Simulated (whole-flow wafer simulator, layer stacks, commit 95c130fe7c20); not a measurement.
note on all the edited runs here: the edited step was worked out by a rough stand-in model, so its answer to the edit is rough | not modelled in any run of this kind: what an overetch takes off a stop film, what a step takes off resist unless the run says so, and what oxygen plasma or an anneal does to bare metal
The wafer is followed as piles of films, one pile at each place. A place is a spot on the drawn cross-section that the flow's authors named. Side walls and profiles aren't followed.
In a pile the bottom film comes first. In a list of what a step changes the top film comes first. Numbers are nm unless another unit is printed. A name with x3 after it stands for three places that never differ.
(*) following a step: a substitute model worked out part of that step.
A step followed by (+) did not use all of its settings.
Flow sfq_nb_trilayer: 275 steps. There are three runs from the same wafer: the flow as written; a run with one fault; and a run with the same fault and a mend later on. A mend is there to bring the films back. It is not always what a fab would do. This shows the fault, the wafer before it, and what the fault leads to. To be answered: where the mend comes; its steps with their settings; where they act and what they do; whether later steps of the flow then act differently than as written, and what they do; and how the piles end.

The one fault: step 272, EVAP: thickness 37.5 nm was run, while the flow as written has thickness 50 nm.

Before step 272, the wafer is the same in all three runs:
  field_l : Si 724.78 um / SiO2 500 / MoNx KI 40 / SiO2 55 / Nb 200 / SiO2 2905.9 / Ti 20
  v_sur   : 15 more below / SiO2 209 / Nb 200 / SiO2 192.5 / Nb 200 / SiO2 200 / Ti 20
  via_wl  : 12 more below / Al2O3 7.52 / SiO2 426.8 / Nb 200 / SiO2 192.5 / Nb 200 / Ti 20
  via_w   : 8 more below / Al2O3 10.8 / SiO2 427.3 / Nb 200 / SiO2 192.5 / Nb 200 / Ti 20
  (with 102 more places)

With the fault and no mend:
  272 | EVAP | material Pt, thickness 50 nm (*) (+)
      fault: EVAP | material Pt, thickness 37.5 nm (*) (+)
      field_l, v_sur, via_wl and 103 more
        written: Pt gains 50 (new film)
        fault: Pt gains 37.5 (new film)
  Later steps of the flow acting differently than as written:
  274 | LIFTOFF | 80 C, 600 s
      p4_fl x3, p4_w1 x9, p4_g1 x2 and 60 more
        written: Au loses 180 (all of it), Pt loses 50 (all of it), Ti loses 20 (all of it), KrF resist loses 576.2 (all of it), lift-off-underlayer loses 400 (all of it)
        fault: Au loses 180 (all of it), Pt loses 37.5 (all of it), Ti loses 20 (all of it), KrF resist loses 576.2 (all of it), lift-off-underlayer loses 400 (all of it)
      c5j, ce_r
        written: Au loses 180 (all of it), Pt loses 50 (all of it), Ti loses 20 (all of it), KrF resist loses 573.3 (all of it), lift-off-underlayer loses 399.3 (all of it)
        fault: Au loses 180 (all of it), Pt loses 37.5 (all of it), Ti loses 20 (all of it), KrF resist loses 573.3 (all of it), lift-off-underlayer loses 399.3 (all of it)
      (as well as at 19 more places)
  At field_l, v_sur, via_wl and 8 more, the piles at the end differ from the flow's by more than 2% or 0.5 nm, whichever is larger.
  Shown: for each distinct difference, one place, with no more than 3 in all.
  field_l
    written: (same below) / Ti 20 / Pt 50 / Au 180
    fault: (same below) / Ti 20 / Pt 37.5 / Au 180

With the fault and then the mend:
  The mend stands after step 272.
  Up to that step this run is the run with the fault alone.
  272a | EVAP | material Pt, thickness 12.5 nm (*) (+) (a further turn of the flow's step 272, with different settings)
      field_l, v_sur, via_wl and 103 more
        Pt gains 12.5
  Every later step of the flow that is run acts as written at every place that is followed.
  By the end, the piles equal the flow's at every place that both follow.
